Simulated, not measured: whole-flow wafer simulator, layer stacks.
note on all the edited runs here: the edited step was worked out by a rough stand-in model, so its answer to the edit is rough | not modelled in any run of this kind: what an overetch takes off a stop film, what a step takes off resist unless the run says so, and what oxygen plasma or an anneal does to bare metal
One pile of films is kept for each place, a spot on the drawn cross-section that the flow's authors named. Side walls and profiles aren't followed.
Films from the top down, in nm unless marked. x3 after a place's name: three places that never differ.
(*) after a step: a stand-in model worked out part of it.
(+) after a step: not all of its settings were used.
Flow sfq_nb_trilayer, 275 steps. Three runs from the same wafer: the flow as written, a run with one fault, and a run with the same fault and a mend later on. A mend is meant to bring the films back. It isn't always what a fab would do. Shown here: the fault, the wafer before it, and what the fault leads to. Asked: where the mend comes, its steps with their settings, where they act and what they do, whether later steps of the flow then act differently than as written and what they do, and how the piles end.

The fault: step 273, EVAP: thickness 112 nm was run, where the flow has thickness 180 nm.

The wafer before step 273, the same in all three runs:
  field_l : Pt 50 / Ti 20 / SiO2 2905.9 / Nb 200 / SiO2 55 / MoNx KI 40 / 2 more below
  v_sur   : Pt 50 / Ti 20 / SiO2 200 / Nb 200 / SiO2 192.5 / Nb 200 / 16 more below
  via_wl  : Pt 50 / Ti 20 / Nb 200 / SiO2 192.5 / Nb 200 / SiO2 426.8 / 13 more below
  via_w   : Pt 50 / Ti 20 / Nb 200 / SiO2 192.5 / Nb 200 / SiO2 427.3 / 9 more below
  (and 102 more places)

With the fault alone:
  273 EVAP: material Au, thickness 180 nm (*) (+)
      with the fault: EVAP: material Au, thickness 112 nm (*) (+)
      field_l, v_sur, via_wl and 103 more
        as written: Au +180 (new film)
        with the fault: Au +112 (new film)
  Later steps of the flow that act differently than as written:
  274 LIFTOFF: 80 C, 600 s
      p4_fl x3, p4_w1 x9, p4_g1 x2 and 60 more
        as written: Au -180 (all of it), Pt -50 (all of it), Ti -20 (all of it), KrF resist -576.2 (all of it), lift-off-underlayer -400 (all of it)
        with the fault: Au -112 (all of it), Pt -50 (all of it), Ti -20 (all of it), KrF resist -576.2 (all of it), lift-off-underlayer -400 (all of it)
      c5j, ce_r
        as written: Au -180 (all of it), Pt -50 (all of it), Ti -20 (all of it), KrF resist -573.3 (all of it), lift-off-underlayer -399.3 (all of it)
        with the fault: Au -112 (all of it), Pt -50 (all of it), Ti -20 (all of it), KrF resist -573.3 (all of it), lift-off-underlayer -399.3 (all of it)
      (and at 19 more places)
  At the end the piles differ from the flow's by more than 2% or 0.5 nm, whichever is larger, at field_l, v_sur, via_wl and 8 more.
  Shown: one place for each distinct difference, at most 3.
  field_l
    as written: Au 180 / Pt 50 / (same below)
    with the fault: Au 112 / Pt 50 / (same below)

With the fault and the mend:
  The mend comes after step 273.
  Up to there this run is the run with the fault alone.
  273a EVAP: material Au, thickness 68 nm (*) (+) (the flow's step 273 once more, with other settings)
      field_l, v_sur, via_wl and 103 more
        Au +68
  No later step of the flow acts differently than as written at any place that is followed.
  At the end the piles are the same as the flow's at every place that both follow.
